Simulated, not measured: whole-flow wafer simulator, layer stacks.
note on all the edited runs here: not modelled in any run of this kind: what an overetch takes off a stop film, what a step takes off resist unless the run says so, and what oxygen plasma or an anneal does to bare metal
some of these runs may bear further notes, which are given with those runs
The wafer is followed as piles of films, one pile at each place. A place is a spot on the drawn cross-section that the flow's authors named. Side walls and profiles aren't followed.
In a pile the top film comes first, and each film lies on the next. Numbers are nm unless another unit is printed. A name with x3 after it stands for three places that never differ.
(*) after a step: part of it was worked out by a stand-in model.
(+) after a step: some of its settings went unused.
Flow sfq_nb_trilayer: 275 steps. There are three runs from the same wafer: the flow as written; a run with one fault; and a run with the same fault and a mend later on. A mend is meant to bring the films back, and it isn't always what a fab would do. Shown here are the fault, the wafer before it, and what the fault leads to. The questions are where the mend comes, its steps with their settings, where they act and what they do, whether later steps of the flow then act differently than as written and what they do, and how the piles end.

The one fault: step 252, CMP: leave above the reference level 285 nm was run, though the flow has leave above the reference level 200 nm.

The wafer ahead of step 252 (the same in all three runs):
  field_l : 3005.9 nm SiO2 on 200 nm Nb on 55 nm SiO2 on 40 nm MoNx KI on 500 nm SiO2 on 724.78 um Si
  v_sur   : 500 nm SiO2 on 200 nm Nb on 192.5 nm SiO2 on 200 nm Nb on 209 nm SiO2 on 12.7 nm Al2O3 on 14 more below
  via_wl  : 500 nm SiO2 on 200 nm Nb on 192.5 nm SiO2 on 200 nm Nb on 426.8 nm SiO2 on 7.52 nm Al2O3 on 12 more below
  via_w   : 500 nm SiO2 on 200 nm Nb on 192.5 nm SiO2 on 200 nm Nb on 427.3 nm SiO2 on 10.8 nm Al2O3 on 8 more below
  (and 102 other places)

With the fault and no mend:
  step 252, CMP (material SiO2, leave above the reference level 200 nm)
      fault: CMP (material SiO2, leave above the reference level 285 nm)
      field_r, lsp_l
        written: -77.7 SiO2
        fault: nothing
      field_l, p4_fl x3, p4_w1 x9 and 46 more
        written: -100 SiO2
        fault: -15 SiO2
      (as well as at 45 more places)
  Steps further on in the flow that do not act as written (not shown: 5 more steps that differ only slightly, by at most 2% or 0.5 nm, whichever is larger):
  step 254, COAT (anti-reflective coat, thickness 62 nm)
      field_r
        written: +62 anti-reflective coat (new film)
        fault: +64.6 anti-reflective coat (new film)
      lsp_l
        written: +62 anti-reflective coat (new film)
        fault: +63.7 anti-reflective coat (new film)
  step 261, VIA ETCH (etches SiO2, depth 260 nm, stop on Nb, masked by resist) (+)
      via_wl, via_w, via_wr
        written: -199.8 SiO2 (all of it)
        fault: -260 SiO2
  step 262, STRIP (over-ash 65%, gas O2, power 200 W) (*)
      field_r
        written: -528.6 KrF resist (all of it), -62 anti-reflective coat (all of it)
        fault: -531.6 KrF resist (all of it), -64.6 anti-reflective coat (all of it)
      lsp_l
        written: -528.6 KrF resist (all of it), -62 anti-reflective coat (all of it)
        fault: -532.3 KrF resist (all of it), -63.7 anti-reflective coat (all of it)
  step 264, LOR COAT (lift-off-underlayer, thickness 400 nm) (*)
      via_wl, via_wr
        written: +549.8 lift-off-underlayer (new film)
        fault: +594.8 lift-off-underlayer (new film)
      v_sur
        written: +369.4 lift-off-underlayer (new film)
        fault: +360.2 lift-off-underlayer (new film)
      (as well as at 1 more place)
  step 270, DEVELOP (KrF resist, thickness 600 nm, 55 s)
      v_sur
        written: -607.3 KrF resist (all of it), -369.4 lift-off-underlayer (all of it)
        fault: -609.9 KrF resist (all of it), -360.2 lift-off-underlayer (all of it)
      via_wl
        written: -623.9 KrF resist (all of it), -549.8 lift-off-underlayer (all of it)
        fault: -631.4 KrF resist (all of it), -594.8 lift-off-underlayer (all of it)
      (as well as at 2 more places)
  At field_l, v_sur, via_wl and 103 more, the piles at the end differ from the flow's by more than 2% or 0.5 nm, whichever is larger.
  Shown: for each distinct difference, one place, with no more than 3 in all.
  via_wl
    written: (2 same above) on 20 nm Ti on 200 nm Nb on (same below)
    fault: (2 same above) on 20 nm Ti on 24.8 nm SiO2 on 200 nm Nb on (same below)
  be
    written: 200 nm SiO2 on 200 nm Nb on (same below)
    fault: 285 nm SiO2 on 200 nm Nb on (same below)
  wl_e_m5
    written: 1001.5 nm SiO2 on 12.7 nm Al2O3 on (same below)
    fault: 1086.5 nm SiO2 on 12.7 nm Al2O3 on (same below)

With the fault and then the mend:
  The mend stands after step 253.
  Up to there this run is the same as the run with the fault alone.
  step 253a, CMP (material SiO2, leave above the reference level 200 nm) (the flow's step 252, run once more)
      field_l, v_sur, via_wl and 101 more
        -85 SiO2
      field_r, lsp_l
        -77.7 SiO2
  Every later step of the flow that is run acts as written at every place that is followed.
  At every place that both follow, the piles at the end match the flow's.
